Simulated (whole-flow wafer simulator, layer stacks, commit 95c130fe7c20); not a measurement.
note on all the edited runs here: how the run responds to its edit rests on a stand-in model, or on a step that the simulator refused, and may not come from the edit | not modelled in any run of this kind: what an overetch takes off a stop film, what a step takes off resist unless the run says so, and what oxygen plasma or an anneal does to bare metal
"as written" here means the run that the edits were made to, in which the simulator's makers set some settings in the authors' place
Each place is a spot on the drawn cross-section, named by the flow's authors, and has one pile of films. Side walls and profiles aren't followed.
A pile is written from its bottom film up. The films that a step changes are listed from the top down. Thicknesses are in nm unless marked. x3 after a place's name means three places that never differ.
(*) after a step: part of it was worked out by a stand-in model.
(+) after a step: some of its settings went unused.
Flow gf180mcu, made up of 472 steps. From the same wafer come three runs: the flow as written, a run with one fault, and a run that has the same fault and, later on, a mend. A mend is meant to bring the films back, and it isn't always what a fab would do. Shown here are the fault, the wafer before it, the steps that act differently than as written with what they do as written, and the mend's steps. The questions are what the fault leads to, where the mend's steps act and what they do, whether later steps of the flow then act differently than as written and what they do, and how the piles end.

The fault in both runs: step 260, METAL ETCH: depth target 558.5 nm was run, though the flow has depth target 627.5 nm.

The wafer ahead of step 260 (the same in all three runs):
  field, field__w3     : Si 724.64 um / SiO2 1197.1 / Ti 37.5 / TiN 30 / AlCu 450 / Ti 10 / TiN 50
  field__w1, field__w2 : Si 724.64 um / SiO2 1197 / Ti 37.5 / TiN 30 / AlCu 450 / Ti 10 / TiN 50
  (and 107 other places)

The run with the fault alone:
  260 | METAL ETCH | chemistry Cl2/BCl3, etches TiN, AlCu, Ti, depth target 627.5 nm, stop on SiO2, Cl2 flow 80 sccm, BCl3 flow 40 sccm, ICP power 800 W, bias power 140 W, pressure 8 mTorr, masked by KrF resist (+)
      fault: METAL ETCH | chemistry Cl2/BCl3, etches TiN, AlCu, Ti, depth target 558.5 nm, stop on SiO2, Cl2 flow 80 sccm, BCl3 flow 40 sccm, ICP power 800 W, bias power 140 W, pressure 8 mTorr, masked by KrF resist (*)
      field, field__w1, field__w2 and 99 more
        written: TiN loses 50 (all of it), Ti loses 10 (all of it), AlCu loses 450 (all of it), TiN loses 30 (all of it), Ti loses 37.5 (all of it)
        fault: TiN loses 50 (all of it), Ti loses 10 (all of it), AlCu loses 450 (all of it), TiN loses 30 (all of it), Ti loses 18.5
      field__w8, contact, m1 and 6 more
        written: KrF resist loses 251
        fault: KrF resist loses 223.4
  Later steps of the flow acting differently than as written:
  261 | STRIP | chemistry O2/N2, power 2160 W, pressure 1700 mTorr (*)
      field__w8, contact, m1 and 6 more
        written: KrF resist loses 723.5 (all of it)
        fault: KrF resist loses 751.1 (all of it)
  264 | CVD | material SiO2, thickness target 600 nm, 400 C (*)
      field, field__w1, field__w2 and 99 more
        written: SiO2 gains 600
        fault: SiO2 gains 600 (new film)
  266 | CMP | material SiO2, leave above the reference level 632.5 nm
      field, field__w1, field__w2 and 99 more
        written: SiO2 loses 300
        fault: SiO2 loses 319
  By the end, the piles at field, field__w1, field__w2 and 100 more depart from the flow's by more than 2% or 0.5 nm, whichever is larger.
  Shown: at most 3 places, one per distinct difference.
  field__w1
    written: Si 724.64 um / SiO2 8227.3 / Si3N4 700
    fault: Si 724.64 um / SiO2 1197 / Ti 19 / SiO2 7011.2 / Si3N4 700
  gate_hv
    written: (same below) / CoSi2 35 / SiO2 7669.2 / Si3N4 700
    fault: (same below) / CoSi2 35 / SiO2 638.9 / Ti 19 / SiO2 7011.2 / Si3N4 700
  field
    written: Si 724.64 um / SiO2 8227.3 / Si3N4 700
    fault: Si 724.64 um / SiO2 1197.1 / Ti 19 / SiO2 7011.2 / Si3N4 700

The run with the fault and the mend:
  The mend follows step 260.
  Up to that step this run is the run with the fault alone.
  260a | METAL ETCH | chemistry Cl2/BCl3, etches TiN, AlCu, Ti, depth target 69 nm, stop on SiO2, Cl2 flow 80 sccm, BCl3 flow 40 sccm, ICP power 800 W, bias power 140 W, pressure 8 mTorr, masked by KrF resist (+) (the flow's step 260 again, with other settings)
      field, field__w1, field__w2 and 99 more
        Ti loses 19 (all of it)
      field__w8, contact, m1 and 6 more
        KrF resist loses 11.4
  Later steps of the flow acting differently than as written:
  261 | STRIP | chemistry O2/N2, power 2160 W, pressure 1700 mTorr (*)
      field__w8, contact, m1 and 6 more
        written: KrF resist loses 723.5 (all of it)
        mend: KrF resist loses 739.7 (all of it)
  At every place that both follow, the piles at the end match the flow's.
